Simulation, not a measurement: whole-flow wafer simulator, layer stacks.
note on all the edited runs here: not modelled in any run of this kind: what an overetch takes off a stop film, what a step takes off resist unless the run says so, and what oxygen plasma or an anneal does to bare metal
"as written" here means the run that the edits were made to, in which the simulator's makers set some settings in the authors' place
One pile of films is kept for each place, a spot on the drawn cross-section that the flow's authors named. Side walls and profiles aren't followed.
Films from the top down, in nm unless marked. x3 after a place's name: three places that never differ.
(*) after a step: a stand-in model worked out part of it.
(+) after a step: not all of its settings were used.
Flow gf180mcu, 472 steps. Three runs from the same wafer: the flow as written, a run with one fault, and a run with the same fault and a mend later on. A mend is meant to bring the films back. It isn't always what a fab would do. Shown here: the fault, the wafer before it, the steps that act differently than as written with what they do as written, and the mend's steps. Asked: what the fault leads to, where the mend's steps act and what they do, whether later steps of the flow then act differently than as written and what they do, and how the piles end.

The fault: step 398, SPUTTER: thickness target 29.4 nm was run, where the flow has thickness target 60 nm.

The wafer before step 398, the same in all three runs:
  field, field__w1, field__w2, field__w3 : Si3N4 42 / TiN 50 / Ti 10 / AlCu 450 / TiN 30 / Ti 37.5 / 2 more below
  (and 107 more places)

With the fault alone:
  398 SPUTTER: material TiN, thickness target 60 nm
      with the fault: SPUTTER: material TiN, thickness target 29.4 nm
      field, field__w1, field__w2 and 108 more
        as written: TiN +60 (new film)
        with the fault: TiN +29.4 (new film)
  Later steps of the flow that act differently than as written (5 more steps differ only slightly, by at most 2% or 0.5 nm, whichever is larger, and aren't shown):
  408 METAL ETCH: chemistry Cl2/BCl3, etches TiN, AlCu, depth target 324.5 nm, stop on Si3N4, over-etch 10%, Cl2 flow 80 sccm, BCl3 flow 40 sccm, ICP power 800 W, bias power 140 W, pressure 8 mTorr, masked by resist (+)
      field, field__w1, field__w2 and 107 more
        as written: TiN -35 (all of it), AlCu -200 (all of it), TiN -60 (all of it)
        with the fault: TiN -35 (all of it), AlCu -200 (all of it), TiN -29.4 (all of it)
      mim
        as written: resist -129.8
        with the fault: resist -116.3
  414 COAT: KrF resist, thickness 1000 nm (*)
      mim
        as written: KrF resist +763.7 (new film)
        with the fault: KrF resist +787.1 (new film)
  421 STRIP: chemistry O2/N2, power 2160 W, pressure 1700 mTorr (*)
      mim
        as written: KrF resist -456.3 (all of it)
        with the fault: KrF resist -479.3 (all of it)
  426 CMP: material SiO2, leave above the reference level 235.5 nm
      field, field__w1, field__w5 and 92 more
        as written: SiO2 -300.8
        with the fault: SiO2 -331.4
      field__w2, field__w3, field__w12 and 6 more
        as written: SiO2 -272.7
        with the fault: SiO2 -303.3
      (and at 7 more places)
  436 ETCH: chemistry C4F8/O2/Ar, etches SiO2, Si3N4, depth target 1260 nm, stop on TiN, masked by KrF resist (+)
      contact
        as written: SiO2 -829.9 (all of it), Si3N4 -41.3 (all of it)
        with the fault: SiO2 -799.3 (all of it), Si3N4 -41.3 (all of it)
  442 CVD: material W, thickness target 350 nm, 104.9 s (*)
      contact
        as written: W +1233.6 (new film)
        with the fault: W +1202.7 (new film)
  At the end the piles differ from the flow's by more than 2% or 0.5 nm, whichever is larger, at field__w8, contact, m1, m1__w1, mim, m1_nw.
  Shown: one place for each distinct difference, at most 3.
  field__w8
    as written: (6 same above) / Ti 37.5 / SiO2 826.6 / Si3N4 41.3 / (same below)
    with the fault: (6 same above) / Ti 37.5 / SiO2 796 / Si3N4 41.3 / (same below)
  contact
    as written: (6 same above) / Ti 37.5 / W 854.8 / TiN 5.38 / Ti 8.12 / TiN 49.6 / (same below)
    with the fault: (6 same above) / Ti 37.5 / W 824 / TiN 5.48 / Ti 8.26 / TiN 49.6 / (same below)
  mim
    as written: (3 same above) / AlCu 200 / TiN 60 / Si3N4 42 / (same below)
    with the fault: (3 same above) / AlCu 200 / TiN 29.4 / Si3N4 42 / (same below)

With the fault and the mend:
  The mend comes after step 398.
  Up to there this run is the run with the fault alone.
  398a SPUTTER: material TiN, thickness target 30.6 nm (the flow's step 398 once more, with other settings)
      field, field__w1, field__w2 and 108 more
        TiN +30.6
  No later step of the flow acts differently than as written at any place that is followed.
  At the end the piles are the same as the flow's at every place that both follow.
